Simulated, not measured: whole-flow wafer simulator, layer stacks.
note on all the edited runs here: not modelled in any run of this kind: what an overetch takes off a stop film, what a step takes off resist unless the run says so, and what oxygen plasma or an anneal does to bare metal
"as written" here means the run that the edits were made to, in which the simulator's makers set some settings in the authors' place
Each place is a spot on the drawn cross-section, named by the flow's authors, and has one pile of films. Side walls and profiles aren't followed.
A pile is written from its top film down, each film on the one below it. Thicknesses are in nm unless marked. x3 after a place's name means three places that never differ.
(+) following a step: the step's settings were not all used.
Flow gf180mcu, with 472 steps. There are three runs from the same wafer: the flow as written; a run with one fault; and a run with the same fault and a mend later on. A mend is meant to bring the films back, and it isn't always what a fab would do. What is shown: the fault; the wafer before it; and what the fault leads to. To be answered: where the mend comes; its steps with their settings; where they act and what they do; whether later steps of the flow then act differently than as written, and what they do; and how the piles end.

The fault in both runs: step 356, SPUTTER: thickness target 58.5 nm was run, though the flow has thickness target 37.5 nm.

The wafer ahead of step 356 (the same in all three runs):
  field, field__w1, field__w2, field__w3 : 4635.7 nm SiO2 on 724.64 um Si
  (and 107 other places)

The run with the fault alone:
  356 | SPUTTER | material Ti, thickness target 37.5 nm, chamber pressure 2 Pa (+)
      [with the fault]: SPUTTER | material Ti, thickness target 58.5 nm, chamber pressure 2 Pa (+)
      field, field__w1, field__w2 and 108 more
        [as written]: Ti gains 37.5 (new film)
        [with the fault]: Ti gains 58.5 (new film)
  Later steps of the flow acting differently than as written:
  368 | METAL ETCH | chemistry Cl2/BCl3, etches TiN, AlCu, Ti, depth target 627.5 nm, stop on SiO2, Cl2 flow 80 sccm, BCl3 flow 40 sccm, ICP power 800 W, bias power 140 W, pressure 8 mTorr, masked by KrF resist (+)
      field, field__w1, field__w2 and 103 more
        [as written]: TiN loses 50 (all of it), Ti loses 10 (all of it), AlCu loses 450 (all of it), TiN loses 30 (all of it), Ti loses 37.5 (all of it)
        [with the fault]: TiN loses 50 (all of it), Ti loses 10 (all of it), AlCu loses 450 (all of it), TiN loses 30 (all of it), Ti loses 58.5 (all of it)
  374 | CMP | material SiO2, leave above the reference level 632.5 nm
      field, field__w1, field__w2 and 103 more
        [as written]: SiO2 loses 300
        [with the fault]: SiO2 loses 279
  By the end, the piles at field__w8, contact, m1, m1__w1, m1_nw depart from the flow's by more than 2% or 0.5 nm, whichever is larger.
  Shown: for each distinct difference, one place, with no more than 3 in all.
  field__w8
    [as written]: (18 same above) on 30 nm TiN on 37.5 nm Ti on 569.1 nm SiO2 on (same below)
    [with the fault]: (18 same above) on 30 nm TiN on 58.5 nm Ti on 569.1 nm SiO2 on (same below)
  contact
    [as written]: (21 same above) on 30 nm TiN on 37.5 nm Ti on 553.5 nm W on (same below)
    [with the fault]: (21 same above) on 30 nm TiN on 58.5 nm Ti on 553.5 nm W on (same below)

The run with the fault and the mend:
  The mend stands after step 356.
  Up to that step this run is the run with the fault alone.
  356a | METAL ETCH | chemistry Cl2/BCl3, etches TiN, AlCu, Ti, depth target 21 nm, Cl2 flow 80 sccm, BCl3 flow 40 sccm, ICP power 800 W, bias power 140 W, pressure 8 mTorr (the flow's step 260, run once more with other settings)
      field, field__w1, field__w2 and 108 more
        Ti loses 21
  None of the later steps of the flow acts differently than as written at any place that is followed.
  At every place that both follow, the piles at the end match the flow's.
